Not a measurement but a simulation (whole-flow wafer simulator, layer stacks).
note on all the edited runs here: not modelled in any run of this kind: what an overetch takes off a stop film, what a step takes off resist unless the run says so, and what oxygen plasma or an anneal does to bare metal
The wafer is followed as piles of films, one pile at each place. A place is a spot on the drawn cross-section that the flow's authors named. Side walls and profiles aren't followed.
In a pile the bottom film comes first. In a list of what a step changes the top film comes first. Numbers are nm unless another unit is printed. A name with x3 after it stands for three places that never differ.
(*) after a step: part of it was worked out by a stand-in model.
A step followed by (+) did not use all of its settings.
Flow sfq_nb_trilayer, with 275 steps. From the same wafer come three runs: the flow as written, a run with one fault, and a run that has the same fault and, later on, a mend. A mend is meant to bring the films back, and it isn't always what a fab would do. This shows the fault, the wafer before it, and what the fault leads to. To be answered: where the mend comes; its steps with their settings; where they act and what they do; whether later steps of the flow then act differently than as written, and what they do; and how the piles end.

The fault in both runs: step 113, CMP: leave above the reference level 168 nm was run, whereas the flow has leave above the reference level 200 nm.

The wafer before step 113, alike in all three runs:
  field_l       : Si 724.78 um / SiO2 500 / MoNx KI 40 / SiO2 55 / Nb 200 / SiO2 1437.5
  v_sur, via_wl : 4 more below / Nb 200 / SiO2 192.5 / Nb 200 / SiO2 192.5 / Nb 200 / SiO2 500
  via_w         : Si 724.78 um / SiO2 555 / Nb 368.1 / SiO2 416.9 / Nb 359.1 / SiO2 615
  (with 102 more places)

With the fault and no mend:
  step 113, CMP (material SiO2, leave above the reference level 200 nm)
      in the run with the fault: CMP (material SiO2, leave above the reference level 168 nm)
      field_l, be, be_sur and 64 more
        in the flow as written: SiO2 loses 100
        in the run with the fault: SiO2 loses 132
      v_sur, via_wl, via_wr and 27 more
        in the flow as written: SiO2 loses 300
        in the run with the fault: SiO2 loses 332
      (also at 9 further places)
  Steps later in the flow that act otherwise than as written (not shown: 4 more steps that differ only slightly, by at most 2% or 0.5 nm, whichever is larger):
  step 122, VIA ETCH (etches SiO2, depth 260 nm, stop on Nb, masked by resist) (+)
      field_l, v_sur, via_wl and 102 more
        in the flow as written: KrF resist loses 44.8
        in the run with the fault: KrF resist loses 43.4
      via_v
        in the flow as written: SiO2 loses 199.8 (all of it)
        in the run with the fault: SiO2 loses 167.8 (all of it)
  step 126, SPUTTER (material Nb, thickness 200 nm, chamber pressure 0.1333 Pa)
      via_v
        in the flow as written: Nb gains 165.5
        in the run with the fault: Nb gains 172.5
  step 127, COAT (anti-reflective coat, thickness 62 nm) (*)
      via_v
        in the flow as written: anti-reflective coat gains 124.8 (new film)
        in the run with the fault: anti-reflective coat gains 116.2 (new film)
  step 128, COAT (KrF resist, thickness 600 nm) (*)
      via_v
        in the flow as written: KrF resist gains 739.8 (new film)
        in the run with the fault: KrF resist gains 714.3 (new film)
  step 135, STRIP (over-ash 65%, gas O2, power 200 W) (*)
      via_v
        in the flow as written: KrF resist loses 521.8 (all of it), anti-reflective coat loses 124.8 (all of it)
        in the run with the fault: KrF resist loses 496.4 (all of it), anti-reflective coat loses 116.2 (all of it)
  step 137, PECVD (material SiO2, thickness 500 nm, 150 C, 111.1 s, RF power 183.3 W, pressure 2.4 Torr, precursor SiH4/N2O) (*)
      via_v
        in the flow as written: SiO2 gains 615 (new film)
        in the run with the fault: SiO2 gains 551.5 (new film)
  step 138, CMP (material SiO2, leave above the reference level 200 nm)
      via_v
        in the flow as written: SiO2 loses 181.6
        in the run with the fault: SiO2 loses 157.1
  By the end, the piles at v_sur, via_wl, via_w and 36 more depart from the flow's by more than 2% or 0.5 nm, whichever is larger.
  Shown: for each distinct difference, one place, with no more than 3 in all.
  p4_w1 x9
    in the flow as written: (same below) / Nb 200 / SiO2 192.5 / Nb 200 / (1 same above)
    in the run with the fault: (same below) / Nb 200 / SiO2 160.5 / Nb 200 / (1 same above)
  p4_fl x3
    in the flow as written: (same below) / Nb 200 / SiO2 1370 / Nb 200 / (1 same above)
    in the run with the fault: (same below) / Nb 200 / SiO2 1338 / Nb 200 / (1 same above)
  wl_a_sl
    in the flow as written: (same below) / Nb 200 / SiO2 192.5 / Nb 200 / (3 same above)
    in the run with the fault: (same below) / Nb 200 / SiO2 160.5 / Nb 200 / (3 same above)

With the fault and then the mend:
  The mend follows step 120.
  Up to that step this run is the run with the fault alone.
  step 120a, STRIP (over-ash 65%, gas O2, power 200 W) (*)
      field_l, v_sur, via_wl and 102 more
        KrF resist loses 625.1 (all of it), anti-reflective coat loses 62 (all of it)
      via_v
        anti-reflective coat loses 62 (all of it)
  step 120b, PECVD (material SiO2, thickness 32 nm, 150 C, 7.111 s, RF power 183.3 W, pressure 2.4 Torr, precursor SiH4/N2O) (the flow's step 112 again, with other settings)
      field_l, v_sur, via_wl and 103 more
        SiO2 gains 32
  step 120c, COAT (anti-reflective coat, thickness 62 nm) (the flow's step 115 again)
      field_l, v_sur, via_wl and 103 more
        anti-reflective coat gains 62 (new film)
  step 120d, COAT (KrF resist, thickness 650 nm) (the flow's step 116 again)
      field_l, v_sur, via_wl and 103 more
        KrF resist gains 650 (new film)
  step 120e, SOFTBAKE (KrF resist) (the flow's step 117 again)
      alters no film at any place that is followed
  step 120f, EXPOSE (photomask I3, dose 11.91 mJ/cm2, NA 0.6, wavelength 248 nm) (*) (the flow's step 118 again)
      alters no film at any place that is followed
  step 120g, PEB (KrF resist, 90 s) (the flow's step 119 again)
      field_l, v_sur, via_wl and 103 more
        KrF resist loses 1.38
  step 120h, DEVELOP (KrF resist, thickness 650 nm, 60 s) (the flow's step 120 again)
      field_l, v_sur, via_wl and 102 more
        KrF resist loses 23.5
      via_v
        KrF resist loses 648.6 (all of it)
  Every later step of the flow that is run acts as written at every place that is followed.
  The piles end the same as the flow's at every place that both follow.
